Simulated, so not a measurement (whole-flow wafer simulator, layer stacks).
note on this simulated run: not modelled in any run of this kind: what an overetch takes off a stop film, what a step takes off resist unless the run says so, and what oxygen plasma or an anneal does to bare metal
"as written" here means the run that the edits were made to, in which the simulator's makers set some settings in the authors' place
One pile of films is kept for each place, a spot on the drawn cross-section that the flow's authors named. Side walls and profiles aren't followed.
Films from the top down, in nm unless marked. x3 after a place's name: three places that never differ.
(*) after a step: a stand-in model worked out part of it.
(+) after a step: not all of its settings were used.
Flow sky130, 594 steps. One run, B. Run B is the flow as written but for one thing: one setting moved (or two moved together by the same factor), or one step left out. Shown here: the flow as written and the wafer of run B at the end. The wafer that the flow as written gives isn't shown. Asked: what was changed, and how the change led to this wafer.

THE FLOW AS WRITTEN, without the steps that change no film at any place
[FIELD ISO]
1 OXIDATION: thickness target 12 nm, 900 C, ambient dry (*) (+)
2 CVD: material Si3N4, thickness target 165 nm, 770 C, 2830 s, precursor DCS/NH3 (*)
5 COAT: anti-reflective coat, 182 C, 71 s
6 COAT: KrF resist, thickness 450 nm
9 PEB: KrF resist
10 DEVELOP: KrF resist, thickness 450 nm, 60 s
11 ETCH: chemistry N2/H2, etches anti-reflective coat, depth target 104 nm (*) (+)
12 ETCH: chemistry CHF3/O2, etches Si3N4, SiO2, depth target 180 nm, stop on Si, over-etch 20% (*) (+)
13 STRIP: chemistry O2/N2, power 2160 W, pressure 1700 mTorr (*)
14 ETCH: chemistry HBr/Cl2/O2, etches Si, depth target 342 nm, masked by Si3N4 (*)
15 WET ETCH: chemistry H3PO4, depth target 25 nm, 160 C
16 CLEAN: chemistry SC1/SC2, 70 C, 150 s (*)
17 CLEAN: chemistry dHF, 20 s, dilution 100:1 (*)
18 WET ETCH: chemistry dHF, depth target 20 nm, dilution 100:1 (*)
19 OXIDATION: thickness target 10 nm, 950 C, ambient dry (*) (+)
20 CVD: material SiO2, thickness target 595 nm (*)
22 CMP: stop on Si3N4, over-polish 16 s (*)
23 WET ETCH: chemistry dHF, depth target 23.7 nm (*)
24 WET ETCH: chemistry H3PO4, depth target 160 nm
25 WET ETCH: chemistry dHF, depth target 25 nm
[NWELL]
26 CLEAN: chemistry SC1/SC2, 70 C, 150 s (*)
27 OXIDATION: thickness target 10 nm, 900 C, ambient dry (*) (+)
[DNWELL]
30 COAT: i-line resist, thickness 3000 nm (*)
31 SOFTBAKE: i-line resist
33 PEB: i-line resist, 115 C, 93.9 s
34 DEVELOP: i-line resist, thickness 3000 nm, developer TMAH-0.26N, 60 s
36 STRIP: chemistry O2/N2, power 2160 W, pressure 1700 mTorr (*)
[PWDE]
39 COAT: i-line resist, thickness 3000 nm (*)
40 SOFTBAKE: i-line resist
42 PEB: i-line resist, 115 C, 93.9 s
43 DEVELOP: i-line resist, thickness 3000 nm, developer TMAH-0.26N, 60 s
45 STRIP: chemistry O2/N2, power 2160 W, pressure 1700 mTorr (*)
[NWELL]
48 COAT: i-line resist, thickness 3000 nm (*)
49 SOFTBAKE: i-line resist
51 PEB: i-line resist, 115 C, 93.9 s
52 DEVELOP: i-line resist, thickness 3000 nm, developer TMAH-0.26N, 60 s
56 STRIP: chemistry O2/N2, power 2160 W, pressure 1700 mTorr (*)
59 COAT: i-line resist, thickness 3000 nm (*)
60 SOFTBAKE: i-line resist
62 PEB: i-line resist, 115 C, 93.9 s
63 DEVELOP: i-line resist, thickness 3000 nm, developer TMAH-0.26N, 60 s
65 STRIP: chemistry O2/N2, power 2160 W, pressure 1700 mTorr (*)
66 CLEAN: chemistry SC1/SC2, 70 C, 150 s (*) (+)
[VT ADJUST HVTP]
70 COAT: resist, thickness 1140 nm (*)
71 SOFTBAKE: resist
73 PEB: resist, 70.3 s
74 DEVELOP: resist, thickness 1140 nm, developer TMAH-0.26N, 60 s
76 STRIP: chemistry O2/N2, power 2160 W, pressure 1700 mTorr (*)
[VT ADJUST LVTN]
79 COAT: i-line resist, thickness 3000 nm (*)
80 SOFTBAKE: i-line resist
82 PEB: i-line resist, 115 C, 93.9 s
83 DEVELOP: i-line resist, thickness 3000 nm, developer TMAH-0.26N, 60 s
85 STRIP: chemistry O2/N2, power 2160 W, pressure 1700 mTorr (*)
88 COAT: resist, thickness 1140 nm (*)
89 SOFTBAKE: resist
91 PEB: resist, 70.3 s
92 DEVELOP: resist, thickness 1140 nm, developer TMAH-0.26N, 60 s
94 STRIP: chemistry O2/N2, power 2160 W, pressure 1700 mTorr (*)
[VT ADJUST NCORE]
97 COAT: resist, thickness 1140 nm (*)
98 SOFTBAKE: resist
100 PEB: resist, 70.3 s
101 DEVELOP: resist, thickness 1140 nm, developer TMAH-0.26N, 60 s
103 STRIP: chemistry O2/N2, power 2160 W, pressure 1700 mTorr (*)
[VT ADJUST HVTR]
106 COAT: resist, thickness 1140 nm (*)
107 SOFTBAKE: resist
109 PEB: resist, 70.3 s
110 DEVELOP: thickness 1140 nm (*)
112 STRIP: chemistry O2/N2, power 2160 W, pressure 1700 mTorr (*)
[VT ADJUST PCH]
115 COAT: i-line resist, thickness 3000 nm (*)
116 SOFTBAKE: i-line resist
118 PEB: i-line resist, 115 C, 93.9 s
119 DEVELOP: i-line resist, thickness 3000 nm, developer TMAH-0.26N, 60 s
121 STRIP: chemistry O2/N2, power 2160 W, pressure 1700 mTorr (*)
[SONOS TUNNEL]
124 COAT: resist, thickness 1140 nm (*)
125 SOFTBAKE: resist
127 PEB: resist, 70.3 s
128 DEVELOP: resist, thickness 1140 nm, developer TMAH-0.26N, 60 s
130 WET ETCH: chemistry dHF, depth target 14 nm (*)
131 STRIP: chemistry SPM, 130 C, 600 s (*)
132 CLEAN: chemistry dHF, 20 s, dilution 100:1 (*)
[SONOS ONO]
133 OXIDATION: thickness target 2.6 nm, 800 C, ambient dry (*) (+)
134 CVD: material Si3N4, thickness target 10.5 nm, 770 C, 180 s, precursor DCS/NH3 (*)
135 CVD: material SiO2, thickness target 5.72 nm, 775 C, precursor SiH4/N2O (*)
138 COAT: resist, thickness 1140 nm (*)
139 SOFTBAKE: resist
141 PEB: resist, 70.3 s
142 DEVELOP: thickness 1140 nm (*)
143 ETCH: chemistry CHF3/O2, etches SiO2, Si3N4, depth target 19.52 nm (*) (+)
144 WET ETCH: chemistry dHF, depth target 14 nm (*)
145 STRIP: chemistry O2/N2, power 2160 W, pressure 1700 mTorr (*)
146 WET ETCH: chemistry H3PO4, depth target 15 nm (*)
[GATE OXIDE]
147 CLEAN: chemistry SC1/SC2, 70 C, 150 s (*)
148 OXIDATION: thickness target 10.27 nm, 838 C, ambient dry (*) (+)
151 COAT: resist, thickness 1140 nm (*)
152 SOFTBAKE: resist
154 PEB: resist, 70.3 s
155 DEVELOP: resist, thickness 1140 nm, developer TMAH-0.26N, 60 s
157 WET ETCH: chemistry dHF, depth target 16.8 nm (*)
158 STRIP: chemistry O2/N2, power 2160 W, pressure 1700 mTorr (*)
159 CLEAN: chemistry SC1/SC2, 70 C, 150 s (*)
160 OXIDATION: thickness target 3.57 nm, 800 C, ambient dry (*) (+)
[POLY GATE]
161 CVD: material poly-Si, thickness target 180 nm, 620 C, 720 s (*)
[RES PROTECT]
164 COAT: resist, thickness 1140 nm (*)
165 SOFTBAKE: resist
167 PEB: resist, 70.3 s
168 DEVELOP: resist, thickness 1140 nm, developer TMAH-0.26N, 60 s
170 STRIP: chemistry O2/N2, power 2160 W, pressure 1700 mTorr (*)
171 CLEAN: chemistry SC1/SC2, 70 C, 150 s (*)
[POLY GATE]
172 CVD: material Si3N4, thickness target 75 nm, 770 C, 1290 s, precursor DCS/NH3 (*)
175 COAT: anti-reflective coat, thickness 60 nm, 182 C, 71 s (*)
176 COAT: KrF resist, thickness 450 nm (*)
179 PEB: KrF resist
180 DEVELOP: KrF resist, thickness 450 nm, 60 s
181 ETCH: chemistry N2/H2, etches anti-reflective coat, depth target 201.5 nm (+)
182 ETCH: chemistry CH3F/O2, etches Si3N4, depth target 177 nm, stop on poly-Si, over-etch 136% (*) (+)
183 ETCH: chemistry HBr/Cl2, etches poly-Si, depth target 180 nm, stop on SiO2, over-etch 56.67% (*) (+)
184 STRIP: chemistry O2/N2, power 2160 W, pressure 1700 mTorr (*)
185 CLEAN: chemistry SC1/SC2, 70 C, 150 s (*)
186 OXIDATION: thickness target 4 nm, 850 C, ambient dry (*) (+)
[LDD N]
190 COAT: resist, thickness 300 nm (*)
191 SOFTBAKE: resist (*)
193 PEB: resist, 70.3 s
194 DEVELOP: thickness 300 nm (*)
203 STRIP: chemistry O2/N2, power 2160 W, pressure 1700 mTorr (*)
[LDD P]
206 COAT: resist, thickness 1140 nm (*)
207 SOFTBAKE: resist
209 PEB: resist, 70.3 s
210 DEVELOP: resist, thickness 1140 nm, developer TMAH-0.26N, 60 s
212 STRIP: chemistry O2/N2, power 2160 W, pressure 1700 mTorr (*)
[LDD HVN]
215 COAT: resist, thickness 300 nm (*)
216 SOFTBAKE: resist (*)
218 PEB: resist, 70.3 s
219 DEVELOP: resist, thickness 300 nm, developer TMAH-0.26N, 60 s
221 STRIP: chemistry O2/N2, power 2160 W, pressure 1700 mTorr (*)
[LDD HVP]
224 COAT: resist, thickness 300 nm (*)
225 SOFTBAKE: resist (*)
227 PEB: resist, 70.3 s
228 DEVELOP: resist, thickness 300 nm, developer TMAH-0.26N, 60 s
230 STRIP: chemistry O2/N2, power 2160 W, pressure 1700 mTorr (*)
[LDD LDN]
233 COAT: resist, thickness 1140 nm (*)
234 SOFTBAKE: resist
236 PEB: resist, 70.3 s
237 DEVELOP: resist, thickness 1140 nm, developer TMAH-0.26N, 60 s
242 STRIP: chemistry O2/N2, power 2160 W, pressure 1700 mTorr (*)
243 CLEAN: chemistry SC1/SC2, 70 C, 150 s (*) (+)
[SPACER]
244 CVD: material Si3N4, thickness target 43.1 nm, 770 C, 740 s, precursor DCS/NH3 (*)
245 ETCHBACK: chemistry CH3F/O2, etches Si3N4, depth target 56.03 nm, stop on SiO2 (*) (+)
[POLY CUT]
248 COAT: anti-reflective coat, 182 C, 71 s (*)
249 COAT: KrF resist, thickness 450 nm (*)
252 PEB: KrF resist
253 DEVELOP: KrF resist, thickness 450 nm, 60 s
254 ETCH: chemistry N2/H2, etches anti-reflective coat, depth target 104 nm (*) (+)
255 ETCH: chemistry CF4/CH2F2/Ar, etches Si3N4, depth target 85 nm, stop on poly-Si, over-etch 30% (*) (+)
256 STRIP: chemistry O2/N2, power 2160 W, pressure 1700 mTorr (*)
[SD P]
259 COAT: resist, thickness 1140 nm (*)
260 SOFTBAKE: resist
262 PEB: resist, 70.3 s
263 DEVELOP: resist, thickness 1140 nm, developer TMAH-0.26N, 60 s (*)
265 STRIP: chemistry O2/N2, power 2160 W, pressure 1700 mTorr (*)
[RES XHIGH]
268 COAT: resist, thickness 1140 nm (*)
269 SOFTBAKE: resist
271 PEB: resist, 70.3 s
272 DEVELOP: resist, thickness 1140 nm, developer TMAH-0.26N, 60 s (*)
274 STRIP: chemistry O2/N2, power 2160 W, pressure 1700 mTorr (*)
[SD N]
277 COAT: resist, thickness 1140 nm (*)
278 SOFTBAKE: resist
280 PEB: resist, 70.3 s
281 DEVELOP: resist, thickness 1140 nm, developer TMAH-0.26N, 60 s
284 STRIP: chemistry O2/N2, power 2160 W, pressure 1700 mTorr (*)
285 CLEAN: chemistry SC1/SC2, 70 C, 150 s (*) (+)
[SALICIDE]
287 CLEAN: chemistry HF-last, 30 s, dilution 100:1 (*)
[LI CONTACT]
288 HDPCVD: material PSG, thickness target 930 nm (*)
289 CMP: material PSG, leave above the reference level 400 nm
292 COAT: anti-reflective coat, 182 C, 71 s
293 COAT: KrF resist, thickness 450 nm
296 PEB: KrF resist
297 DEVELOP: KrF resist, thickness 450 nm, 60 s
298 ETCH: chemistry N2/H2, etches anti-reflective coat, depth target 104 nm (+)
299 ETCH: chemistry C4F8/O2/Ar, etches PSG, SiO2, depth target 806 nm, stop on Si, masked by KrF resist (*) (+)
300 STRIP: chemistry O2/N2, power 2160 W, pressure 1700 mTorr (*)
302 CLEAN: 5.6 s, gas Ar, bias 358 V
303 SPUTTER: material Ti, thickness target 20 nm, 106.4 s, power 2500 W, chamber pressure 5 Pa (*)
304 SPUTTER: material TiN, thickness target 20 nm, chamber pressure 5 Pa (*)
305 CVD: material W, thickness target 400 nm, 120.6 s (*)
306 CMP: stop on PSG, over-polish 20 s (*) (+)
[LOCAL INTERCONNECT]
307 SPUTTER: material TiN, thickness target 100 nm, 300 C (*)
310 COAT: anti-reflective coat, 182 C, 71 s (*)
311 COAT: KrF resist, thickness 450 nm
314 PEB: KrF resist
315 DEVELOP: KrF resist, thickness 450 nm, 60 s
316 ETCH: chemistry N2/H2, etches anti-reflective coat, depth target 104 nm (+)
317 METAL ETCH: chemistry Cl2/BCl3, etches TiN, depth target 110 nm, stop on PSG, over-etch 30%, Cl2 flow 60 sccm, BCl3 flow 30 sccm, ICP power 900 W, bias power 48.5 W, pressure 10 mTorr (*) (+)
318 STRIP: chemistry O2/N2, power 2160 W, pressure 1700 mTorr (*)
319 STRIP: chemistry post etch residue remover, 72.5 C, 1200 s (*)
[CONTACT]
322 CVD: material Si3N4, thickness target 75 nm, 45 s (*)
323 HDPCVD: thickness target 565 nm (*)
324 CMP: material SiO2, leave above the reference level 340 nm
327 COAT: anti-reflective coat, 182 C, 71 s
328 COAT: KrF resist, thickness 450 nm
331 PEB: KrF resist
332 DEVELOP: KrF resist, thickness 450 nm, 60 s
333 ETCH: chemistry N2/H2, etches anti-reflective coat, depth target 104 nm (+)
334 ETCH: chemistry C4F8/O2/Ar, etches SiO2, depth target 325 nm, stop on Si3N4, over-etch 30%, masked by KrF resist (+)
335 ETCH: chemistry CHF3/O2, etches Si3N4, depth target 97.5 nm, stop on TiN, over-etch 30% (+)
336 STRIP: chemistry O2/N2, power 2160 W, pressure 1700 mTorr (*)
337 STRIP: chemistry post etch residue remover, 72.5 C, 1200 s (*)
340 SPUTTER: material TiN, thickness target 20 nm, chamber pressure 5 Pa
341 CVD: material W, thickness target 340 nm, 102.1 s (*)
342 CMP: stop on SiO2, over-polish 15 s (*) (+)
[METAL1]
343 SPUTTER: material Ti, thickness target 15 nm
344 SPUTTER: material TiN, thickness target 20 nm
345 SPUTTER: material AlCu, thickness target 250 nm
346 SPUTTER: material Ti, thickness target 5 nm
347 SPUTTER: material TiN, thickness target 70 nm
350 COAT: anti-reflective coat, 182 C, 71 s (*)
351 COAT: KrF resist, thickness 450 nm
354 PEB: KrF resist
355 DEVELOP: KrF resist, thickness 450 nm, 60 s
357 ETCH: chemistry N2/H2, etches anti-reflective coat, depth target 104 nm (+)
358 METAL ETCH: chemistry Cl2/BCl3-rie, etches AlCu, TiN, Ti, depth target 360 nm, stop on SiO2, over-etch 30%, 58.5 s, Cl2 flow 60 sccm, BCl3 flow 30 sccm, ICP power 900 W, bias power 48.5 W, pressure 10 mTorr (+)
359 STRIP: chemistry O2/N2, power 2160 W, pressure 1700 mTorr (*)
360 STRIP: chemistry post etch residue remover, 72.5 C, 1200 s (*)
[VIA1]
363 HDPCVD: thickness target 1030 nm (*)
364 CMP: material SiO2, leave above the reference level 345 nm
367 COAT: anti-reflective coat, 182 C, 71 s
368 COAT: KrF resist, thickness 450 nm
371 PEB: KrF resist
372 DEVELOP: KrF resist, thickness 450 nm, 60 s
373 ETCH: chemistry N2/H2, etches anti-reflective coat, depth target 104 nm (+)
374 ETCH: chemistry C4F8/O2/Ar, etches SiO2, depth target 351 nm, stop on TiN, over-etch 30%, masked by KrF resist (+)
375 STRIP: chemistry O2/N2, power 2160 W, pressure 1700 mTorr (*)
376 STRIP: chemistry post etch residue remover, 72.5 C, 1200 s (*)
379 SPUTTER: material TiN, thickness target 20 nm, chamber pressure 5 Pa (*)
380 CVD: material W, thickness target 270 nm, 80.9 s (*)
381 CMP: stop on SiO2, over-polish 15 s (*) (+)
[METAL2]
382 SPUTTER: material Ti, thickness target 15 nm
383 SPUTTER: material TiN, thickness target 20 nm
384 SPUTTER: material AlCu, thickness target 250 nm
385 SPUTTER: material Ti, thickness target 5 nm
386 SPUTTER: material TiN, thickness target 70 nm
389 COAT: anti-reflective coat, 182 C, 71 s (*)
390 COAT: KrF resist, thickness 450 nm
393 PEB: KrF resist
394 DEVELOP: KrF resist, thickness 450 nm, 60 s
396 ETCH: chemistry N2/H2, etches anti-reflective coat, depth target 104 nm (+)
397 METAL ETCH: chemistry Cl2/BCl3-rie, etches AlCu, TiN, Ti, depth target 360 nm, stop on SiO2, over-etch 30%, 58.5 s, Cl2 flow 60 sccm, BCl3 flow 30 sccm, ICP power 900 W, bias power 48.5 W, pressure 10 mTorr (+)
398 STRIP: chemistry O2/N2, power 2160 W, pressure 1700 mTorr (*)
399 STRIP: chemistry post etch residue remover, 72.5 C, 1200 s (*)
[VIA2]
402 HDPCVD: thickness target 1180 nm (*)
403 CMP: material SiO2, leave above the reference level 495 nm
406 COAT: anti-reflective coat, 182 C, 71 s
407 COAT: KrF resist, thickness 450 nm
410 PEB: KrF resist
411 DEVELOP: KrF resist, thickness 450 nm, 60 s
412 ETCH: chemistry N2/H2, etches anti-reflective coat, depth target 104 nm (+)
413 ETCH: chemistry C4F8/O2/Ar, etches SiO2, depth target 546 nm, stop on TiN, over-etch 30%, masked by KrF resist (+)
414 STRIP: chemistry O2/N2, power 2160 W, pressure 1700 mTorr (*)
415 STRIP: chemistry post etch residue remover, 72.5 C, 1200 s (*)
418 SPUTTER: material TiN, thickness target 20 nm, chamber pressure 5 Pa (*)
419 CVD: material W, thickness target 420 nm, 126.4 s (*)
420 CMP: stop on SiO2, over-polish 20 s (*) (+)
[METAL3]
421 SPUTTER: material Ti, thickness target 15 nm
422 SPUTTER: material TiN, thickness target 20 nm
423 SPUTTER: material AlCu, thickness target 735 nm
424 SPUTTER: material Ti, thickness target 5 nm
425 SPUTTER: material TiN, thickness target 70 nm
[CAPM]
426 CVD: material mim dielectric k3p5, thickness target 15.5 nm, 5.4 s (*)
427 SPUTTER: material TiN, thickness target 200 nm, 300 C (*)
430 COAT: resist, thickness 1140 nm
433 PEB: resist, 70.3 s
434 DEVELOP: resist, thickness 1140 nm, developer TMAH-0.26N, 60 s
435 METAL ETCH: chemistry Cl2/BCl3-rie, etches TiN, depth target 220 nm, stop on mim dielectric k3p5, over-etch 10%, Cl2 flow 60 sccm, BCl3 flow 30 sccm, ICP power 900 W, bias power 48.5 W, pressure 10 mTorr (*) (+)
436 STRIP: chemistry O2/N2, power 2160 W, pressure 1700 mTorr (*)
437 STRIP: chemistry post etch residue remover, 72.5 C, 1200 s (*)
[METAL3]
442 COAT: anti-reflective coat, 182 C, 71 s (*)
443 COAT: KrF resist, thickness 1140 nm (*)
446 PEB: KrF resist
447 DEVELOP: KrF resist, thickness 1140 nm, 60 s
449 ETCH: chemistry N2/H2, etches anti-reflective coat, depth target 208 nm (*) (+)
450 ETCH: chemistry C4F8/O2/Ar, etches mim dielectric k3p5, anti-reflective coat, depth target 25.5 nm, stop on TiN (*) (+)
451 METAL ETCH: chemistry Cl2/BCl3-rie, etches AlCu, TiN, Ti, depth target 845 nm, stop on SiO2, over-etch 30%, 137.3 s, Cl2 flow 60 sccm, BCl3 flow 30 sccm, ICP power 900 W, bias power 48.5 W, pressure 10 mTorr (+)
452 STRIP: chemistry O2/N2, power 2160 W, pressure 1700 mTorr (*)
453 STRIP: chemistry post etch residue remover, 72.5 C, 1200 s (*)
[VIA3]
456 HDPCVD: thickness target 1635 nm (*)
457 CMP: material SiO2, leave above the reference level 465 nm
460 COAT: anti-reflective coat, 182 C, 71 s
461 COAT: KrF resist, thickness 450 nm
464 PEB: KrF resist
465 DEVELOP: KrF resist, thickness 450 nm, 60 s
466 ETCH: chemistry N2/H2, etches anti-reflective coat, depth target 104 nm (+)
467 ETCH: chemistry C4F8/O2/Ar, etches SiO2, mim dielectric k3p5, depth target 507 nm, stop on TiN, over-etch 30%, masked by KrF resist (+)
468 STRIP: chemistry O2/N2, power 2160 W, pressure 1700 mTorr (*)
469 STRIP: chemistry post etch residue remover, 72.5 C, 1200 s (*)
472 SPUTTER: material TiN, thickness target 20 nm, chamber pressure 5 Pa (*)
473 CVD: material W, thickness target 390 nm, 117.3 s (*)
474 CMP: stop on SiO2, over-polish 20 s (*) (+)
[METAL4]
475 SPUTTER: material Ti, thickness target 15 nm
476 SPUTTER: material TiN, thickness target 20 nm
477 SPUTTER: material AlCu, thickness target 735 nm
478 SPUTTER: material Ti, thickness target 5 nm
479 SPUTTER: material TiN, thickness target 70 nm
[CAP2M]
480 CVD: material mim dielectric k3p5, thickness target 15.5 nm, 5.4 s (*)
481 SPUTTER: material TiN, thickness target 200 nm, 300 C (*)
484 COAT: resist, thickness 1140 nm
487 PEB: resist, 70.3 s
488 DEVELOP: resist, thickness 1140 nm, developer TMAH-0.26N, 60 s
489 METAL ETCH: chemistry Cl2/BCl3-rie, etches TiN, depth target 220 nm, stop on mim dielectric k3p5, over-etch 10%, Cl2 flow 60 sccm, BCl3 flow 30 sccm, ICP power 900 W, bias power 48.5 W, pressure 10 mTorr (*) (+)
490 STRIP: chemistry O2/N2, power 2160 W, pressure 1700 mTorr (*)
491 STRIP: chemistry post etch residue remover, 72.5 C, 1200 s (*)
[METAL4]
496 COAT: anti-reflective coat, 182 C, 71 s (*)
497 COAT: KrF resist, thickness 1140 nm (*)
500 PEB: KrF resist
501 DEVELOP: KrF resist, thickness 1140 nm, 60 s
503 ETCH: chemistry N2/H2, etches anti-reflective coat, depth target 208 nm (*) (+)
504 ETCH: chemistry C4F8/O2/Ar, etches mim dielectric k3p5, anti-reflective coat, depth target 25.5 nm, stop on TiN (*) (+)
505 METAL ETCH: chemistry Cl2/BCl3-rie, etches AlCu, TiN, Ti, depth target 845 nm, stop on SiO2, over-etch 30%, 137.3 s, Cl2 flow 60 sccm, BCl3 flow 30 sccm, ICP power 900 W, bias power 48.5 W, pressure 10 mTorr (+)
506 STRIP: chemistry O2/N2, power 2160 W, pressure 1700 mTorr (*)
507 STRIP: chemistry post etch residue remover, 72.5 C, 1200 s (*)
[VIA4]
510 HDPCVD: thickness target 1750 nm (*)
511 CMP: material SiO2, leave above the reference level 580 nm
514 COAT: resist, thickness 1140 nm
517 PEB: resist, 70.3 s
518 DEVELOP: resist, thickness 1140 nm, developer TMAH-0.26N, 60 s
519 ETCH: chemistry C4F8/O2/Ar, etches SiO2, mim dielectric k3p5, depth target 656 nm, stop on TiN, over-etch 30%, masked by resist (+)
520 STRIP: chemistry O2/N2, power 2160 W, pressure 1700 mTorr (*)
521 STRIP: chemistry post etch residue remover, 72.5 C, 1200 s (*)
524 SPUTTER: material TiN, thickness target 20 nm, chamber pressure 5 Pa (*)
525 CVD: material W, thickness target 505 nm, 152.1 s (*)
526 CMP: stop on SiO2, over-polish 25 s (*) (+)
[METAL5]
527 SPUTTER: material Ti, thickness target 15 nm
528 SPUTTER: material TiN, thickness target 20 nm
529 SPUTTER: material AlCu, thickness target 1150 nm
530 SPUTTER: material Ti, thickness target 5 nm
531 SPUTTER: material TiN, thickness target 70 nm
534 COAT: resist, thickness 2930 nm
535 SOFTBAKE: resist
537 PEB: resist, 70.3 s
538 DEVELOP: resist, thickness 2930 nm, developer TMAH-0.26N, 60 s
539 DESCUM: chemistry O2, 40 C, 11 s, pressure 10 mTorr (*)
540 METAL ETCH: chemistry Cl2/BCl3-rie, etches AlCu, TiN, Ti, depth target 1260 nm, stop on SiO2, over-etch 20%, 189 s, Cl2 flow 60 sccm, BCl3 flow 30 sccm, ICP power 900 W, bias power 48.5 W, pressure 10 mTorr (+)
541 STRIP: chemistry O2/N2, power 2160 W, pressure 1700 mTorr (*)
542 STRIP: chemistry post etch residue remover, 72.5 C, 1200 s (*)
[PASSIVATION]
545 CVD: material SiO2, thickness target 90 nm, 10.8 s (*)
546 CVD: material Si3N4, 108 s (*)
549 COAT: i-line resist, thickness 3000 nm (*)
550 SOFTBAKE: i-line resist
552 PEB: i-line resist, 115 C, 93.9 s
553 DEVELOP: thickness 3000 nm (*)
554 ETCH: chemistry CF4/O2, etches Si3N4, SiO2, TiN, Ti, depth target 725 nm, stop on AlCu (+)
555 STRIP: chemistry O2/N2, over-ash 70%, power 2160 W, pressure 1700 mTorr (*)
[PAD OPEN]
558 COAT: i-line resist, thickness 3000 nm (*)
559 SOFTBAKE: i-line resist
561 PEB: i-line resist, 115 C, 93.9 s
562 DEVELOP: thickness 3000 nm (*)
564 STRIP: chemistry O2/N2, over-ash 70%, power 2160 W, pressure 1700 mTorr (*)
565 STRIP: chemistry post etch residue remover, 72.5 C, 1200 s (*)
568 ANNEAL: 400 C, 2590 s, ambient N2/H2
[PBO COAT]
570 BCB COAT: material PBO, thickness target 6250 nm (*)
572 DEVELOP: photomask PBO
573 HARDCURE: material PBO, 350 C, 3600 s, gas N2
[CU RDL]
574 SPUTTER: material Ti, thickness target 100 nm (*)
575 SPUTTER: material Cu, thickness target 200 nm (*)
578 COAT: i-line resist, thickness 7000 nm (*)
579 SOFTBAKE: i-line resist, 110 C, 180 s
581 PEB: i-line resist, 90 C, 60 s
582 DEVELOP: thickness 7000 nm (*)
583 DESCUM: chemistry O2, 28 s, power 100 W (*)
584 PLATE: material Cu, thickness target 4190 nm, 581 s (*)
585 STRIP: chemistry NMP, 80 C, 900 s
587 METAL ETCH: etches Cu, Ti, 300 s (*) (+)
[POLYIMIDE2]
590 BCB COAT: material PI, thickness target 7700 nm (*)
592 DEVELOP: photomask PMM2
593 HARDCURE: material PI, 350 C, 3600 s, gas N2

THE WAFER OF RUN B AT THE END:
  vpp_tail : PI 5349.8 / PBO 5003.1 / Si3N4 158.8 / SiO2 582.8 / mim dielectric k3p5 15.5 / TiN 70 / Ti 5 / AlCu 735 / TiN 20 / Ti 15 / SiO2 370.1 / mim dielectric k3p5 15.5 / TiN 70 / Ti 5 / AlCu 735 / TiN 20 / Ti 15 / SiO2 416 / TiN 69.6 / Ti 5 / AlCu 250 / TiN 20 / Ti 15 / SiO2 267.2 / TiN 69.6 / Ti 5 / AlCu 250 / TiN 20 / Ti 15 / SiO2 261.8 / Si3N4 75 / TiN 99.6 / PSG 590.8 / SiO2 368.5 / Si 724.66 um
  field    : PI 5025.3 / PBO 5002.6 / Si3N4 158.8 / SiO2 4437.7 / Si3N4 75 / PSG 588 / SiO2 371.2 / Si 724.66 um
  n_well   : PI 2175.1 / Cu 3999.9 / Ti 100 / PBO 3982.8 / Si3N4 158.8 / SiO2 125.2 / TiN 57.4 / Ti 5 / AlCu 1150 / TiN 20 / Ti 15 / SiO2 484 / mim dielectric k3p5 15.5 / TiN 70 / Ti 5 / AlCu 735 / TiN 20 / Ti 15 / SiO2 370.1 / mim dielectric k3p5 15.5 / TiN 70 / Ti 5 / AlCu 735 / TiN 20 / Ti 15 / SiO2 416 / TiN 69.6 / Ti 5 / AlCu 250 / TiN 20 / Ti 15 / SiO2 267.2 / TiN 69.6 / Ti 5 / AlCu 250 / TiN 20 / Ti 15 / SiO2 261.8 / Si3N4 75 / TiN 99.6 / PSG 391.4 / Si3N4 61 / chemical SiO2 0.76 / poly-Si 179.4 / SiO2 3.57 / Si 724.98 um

The cause: step 531, SPUTTER: thickness target 57.8 nm was run, where the flow has thickness target 70 nm.

How the change led to this, step by step:
  531 SPUTTER: material TiN, thickness target 70 nm
      field, active, n_well and 190 more: TiN +57.8 (new film) (as written it would be: TiN +70 (new film))
  540 METAL ETCH: chemistry Cl2/BCl3-rie, etches AlCu, TiN, Ti, depth target 1260 nm, stop on SiO2, over-etch 20%, 189 s, Cl2 flow 60 sccm, BCl3 flow 30 sccm, ICP power 900 W, bias power 48.5 W, pressure 10 mTorr (+)
      field, active, gate and 175 more: TiN -57.8 (all of it), Ti -5 (all of it), AlCu -1150 (all of it), TiN -20 (all of it), Ti -15 (all of it), SiO2 -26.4 (as written it would be: TiN -70 (all of it), Ti -5 (all of it), AlCu -1150 (all of it), TiN -20 (all of it), Ti -15 (all of it), SiO2 -25.2)
  550 SOFTBAKE: i-line resist
      via2_hole: i-line resist -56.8 (as written it would be: i-line resist -58)
      via2_enc: i-line resist -45.9 (as written it would be: i-line resist -47)
  554 ETCH: chemistry CF4/O2, etches Si3N4, SiO2, TiN, Ti, depth target 725 nm, stop on AlCu (+)
      field, active, n_well and 189 more: i-line resist -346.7 (as written it would be: i-line resist -358.9)
      pad: Si3N4 -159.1 (all of it), SiO2 -125.2 (all of it), TiN -57.4 (all of it), Ti -5 (all of it) (as written it would be: Si3N4 -159.1 (all of it), SiO2 -125.2 (all of it), TiN -69.6 (all of it), Ti -5 (all of it))
  559 SOFTBAKE: i-line resist
      via2_hole: i-line resist -56.8 (as written it would be: i-line resist -58)
      via2_enc: i-line resist -45.9 (as written it would be: i-line resist -47)
